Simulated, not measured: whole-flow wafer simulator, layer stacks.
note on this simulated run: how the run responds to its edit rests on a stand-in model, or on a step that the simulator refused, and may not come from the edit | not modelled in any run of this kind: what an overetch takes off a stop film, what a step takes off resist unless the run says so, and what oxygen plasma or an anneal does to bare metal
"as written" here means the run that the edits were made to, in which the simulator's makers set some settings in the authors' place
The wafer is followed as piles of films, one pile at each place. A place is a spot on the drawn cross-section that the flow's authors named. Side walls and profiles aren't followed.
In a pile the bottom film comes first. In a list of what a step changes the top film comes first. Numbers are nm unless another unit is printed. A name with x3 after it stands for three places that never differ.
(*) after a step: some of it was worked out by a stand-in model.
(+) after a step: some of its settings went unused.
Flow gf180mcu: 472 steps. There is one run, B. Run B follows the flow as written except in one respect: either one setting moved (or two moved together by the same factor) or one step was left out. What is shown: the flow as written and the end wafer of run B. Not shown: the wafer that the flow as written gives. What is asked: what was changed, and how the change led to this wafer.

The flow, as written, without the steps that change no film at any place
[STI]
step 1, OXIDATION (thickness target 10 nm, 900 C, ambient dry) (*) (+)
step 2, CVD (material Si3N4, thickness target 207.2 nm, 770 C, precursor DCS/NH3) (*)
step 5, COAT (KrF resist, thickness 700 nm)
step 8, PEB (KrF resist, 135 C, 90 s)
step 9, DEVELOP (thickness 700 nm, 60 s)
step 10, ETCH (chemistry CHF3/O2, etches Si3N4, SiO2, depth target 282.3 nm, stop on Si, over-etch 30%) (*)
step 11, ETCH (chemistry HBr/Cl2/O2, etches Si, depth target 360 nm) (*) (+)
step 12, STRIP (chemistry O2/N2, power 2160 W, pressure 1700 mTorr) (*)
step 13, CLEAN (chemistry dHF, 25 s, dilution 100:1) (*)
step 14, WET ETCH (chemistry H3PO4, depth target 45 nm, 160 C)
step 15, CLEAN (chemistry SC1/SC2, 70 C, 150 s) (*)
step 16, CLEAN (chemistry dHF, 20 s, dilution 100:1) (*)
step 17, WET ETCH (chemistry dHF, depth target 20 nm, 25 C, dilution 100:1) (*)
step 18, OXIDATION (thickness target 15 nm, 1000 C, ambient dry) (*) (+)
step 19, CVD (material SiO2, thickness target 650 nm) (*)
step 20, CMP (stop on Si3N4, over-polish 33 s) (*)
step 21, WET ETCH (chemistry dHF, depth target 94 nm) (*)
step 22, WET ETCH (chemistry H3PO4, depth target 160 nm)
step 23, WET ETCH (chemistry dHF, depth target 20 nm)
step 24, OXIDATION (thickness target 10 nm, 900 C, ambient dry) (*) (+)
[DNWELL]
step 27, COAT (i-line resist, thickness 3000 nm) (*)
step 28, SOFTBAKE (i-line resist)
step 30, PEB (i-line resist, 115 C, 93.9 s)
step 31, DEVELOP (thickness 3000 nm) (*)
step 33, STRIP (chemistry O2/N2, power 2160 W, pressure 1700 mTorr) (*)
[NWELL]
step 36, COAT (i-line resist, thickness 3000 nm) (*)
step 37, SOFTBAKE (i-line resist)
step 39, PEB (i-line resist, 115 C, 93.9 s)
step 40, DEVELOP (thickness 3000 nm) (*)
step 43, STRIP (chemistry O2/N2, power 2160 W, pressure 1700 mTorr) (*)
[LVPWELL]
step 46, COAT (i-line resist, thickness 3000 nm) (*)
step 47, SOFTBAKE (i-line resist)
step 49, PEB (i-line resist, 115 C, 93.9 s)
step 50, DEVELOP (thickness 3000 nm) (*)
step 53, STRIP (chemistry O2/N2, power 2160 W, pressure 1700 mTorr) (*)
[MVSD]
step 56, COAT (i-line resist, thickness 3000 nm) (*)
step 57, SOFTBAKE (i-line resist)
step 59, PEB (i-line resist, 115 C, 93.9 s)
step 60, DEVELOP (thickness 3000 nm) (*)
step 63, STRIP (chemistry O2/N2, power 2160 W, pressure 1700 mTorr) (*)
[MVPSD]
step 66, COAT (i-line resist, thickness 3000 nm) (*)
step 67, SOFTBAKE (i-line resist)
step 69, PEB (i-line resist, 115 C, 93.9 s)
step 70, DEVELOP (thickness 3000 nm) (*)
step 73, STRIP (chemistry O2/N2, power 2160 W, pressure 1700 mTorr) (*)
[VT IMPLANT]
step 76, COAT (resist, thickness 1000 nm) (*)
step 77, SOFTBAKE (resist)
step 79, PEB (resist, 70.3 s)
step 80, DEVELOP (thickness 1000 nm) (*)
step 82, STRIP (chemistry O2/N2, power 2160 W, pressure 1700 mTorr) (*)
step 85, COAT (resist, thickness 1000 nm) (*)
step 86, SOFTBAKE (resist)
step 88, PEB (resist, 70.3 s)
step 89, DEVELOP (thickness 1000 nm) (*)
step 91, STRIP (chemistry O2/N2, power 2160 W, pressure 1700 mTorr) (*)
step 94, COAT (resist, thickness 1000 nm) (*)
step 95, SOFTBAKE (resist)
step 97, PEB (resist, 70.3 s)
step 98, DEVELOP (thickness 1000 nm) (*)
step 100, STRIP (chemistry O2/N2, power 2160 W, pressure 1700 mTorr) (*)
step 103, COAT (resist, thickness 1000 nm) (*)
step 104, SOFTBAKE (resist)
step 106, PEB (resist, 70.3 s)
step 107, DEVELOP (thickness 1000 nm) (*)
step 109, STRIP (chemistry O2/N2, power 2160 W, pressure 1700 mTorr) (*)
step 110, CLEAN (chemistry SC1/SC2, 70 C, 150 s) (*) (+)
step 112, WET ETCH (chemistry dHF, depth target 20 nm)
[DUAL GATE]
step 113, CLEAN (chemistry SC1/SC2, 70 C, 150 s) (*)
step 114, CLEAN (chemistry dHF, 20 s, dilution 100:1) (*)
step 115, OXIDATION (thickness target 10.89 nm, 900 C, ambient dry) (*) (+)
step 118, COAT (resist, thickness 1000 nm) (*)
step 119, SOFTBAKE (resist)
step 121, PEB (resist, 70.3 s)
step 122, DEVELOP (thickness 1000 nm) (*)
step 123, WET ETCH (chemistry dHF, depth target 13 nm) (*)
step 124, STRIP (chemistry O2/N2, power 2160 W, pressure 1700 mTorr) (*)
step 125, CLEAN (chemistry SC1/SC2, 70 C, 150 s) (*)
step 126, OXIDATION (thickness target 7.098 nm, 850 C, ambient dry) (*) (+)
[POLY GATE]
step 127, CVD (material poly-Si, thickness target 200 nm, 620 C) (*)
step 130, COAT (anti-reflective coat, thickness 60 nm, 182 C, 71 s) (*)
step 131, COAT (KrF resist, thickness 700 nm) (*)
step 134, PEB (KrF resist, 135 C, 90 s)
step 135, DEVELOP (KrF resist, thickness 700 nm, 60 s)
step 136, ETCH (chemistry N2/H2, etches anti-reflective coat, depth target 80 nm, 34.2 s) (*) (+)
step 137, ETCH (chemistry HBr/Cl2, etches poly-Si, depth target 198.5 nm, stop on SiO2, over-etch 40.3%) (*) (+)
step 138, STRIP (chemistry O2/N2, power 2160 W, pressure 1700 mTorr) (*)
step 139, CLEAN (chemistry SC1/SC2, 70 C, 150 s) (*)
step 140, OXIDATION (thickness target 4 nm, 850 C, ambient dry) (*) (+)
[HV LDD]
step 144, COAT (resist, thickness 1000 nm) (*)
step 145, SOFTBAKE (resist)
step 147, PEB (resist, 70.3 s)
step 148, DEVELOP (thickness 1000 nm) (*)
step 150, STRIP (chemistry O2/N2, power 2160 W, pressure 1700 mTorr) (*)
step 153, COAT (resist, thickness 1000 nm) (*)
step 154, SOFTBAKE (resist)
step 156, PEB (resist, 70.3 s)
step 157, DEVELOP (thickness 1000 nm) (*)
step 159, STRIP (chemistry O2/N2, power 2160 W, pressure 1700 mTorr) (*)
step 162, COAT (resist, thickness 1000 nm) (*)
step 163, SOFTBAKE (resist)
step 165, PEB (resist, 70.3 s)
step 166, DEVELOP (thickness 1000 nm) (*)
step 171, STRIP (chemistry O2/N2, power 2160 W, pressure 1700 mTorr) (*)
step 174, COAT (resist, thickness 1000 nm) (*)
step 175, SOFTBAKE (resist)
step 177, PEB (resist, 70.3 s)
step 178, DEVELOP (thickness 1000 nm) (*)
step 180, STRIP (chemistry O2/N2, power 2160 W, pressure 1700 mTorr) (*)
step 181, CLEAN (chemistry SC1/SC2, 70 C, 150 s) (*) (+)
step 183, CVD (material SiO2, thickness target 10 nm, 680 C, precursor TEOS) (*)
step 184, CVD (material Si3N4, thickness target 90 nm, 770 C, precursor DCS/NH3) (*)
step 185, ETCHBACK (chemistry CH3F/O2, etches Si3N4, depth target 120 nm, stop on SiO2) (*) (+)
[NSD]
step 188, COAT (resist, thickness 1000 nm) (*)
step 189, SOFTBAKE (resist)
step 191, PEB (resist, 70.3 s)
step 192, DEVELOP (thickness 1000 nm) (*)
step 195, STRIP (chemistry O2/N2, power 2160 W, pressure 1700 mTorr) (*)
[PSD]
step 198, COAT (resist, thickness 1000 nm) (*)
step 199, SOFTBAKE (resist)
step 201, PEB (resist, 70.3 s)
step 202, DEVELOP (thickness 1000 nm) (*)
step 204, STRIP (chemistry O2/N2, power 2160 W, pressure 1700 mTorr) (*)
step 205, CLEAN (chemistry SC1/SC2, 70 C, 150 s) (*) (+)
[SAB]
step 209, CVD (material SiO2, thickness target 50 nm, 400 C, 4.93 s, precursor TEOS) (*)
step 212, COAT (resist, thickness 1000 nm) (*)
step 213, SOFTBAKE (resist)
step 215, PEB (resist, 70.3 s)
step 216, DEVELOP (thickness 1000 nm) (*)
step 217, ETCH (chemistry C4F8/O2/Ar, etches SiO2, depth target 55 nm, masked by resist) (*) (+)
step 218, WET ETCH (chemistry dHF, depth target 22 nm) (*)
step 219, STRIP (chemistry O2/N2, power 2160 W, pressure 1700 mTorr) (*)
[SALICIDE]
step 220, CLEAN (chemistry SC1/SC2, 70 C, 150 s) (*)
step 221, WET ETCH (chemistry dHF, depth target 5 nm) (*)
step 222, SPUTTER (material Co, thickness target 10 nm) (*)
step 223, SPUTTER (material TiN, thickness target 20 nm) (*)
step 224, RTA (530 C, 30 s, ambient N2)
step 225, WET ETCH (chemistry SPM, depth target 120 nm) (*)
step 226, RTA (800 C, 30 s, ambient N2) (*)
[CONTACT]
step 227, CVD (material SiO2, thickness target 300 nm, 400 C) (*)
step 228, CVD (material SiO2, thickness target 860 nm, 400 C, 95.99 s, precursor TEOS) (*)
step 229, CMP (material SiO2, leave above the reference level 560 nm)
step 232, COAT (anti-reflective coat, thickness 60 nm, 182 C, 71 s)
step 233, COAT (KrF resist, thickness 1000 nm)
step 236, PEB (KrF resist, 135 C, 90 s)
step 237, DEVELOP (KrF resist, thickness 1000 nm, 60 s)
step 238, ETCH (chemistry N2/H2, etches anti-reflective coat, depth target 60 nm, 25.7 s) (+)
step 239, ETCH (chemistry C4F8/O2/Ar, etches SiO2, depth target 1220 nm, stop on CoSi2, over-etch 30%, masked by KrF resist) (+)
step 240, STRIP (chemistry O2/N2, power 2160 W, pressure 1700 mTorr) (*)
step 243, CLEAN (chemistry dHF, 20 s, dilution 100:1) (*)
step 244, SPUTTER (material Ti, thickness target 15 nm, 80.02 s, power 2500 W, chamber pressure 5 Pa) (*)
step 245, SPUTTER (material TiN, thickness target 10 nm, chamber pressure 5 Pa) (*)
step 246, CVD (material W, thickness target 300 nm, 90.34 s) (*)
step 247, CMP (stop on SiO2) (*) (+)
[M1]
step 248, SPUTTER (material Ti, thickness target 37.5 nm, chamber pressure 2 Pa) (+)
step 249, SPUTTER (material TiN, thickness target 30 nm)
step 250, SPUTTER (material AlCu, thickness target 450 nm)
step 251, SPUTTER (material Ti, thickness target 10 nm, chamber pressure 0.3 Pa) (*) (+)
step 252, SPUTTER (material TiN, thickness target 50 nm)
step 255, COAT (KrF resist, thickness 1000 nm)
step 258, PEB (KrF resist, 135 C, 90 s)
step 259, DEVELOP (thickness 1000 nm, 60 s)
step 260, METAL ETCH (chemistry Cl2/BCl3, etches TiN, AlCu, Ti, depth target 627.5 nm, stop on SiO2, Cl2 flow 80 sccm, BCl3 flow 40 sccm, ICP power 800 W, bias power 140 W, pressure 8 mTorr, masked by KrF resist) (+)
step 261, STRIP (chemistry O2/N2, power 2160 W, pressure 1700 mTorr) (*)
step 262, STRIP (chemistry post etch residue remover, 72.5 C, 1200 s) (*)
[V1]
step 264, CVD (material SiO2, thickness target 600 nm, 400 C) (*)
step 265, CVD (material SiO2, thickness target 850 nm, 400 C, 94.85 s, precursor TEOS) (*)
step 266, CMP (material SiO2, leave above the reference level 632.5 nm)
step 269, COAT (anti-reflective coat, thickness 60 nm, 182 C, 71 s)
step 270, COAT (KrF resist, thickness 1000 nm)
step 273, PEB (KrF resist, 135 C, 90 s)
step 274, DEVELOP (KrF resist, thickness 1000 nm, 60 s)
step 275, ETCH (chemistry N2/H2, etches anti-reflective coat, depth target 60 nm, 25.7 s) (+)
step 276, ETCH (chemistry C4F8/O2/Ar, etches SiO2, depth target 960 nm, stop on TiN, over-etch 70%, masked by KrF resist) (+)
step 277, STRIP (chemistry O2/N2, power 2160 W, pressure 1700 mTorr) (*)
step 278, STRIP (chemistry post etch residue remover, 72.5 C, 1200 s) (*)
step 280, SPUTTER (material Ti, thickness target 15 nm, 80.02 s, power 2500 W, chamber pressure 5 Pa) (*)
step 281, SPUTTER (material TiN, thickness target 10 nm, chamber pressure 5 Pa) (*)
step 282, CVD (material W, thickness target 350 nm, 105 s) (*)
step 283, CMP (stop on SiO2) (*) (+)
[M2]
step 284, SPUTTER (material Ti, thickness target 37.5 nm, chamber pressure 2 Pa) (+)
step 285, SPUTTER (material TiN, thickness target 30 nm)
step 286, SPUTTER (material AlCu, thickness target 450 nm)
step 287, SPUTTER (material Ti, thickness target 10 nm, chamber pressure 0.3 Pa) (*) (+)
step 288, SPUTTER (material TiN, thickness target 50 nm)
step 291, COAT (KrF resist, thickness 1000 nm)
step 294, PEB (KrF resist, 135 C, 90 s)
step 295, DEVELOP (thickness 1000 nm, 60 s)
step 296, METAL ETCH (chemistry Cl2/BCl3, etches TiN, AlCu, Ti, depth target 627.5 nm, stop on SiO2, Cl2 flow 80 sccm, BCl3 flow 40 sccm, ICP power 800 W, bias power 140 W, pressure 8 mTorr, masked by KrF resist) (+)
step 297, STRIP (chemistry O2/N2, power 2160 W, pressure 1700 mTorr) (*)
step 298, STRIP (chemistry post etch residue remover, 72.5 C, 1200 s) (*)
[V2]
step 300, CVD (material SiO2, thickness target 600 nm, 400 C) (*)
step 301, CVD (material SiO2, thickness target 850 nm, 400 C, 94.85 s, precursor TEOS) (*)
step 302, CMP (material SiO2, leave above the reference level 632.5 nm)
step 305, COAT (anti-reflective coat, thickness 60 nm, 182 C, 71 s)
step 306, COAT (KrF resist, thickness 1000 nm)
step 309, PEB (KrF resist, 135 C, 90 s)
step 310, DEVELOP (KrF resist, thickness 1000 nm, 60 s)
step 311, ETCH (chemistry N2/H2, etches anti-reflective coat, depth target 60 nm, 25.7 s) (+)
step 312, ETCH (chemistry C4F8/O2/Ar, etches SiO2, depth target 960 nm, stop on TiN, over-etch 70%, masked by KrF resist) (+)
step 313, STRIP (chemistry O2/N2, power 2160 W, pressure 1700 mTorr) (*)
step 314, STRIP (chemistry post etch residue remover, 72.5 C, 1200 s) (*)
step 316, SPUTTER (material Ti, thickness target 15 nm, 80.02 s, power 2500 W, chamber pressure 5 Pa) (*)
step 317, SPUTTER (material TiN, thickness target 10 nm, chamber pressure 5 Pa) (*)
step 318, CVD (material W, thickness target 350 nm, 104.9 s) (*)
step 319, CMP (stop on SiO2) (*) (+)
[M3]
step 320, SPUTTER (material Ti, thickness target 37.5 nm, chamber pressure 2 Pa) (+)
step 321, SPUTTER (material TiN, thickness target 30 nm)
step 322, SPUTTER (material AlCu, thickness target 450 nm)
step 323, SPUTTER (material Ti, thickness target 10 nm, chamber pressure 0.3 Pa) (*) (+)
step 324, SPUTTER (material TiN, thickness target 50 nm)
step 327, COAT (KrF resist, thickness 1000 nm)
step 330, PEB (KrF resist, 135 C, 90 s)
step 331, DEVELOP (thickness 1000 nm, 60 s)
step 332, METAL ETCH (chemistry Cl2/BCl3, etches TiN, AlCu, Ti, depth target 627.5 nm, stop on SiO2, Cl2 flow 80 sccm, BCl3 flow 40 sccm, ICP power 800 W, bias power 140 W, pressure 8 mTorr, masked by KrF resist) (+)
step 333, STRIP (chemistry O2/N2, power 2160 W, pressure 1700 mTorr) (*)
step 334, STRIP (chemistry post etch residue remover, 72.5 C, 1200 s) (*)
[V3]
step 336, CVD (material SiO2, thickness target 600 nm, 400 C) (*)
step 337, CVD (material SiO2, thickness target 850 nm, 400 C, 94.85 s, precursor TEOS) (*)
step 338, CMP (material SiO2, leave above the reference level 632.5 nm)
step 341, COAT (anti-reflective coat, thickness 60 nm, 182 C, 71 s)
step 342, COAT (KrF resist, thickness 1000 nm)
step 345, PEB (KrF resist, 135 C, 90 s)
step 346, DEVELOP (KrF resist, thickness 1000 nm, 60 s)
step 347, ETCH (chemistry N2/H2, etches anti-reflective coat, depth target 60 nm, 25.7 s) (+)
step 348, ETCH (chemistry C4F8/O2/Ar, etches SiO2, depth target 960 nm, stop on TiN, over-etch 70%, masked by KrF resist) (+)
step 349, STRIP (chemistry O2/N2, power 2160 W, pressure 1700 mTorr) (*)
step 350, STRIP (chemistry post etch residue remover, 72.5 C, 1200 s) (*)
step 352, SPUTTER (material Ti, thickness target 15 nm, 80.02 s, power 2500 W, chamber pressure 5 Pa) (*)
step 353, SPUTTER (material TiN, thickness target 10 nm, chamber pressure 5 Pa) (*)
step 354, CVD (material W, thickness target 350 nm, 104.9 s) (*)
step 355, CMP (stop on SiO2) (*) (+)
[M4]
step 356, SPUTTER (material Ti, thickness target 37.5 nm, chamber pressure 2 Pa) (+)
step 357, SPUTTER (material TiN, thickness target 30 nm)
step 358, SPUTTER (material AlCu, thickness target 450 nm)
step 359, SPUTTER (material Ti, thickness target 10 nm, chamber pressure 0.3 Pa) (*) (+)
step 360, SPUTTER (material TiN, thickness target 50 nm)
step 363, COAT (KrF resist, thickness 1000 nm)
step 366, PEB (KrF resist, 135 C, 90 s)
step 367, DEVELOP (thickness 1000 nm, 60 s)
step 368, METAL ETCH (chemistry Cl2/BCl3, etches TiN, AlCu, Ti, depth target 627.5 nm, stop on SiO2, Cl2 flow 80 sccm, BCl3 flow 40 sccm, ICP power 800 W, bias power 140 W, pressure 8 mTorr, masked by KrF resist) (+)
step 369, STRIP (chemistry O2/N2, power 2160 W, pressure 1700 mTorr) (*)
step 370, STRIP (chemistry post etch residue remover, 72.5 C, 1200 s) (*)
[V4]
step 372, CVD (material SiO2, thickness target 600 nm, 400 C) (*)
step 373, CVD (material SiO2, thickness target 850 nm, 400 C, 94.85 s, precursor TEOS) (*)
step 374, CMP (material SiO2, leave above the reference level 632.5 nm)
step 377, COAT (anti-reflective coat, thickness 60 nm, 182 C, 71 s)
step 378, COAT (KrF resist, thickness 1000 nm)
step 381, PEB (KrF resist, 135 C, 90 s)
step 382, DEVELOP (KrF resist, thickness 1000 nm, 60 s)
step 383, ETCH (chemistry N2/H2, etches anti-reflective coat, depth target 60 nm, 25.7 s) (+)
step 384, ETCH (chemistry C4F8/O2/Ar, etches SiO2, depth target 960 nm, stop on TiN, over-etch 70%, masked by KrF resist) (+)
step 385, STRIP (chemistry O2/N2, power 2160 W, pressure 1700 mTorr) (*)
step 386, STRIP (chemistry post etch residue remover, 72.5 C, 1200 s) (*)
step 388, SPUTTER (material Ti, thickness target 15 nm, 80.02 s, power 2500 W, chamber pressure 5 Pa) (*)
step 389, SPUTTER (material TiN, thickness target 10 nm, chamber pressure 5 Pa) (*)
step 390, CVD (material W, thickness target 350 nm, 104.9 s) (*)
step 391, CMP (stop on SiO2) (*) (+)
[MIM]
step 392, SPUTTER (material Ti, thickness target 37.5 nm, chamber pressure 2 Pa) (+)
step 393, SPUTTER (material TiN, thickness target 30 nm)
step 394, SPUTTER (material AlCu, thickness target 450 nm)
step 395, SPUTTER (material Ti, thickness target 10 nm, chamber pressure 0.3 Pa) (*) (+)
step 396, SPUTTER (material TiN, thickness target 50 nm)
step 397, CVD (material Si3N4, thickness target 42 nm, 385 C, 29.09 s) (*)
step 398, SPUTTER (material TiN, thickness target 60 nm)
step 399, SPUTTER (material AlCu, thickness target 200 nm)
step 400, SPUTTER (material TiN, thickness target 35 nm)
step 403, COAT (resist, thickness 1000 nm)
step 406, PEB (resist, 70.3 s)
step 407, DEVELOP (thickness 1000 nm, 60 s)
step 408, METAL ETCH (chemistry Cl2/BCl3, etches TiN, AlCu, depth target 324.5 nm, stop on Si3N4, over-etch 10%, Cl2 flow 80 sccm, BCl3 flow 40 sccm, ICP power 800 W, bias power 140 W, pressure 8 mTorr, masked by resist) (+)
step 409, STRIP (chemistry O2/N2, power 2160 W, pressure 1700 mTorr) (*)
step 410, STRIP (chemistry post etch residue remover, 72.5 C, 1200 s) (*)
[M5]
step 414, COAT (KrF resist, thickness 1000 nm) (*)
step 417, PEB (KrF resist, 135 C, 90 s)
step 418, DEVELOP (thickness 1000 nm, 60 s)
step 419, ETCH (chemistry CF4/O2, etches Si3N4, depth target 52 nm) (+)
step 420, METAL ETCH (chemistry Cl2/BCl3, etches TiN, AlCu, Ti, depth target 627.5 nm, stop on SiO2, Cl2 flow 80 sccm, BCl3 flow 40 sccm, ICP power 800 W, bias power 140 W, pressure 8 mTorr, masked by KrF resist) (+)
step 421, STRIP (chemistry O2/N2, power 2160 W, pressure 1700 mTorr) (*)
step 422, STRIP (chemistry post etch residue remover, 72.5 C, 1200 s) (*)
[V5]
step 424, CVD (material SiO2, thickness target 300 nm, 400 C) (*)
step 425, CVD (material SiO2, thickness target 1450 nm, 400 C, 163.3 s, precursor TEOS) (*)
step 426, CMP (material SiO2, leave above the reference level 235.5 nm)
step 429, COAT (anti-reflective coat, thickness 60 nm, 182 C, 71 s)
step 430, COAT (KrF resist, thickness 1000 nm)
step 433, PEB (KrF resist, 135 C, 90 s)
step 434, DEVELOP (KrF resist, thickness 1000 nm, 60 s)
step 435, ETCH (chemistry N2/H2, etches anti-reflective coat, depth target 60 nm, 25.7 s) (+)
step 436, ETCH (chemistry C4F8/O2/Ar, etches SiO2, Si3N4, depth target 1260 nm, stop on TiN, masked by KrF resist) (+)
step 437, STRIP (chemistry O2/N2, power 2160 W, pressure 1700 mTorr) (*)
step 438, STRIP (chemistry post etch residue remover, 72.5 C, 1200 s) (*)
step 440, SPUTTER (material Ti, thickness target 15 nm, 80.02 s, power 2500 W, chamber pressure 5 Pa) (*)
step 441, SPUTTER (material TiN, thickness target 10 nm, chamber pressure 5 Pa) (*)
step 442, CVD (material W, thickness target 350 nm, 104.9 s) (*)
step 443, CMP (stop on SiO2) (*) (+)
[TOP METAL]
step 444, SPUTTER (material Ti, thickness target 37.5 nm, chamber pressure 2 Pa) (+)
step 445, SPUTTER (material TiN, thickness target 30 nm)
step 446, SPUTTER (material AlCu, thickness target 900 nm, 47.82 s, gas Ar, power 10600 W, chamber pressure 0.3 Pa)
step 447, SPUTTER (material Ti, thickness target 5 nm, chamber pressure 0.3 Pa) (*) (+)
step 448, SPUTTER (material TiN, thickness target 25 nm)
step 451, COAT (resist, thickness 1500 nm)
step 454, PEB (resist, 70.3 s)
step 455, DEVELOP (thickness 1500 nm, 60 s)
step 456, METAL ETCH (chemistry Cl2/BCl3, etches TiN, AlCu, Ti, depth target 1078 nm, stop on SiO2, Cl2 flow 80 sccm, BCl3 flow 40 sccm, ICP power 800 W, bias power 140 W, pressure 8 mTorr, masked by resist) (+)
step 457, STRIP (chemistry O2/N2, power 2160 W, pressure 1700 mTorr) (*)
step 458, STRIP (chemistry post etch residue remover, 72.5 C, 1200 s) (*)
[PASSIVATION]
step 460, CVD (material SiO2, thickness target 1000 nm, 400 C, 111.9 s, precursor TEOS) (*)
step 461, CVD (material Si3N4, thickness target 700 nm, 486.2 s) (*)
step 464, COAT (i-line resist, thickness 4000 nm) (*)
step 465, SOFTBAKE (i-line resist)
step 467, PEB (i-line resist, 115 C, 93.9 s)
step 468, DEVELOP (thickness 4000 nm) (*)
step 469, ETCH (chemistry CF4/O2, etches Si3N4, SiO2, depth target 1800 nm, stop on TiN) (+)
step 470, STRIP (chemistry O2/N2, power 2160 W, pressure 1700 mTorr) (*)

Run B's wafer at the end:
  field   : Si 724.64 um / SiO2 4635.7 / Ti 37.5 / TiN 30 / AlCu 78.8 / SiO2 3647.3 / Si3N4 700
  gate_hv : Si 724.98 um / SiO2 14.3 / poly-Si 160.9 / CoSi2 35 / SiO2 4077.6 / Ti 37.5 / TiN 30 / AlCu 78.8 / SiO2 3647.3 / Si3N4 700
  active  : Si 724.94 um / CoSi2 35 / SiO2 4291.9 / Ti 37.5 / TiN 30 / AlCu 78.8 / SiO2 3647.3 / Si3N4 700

Cause: step 358, SPUTTER: thickness target 652 nm was run, while the flow as written has thickness target 450 nm.

The path from the change to this, step by step:
  step 358, SPUTTER (material AlCu, thickness target 450 nm)
      field, field__w1, field__w2 and 108 more: AlCu gains 652 (new film) (it would be, as written: AlCu gains 450 (new film))
  step 368, METAL ETCH (chemistry Cl2/BCl3, etches TiN, AlCu, Ti, depth target 627.5 nm, stop on SiO2, Cl2 flow 80 sccm, BCl3 flow 40 sccm, ICP power 800 W, bias power 140 W, pressure 8 mTorr, masked by KrF resist) (+)
      field, field__w1, field__w2 and 103 more: TiN loses 50 (all of it), Ti loses 10 (all of it), AlCu loses 567.5 (it would be, as written: TiN loses 50 (all of it), Ti loses 10 (all of it), AlCu loses 450 (all of it), TiN loses 30 (all of it), Ti loses 37.5 (all of it))
  step 370, STRIP (chemistry post etch residue remover, 72.5 C, 1200 s) (*)
      field, field__w1, field__w2 and 103 more: AlCu loses 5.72 (it would be, as written: nothing)
  step 372, CVD (material SiO2, thickness target 600 nm, 400 C) (*)
      field, field__w1, field__w2 and 103 more: SiO2 gains 600 (new film) (it would be, as written: SiO2 gains 600)
  step 374, CMP (material SiO2, leave above the reference level 632.5 nm)
      field, field__w1, field__w2 and 103 more: SiO2 loses 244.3 (it would be, as written: SiO2 loses 300)
If metal films that touch count as one body, field has 1 body; the flow as written gives 0 bodies.
If metal films that touch count as one body, gate_hv has 2 bodies (between them, from the top down: SiO2 4077.6); the flow as written gives 1 body.
If metal films that touch count as one body, active has 2 bodies (between them, from the top down: SiO2 4291.9); the flow as written gives 1 body.
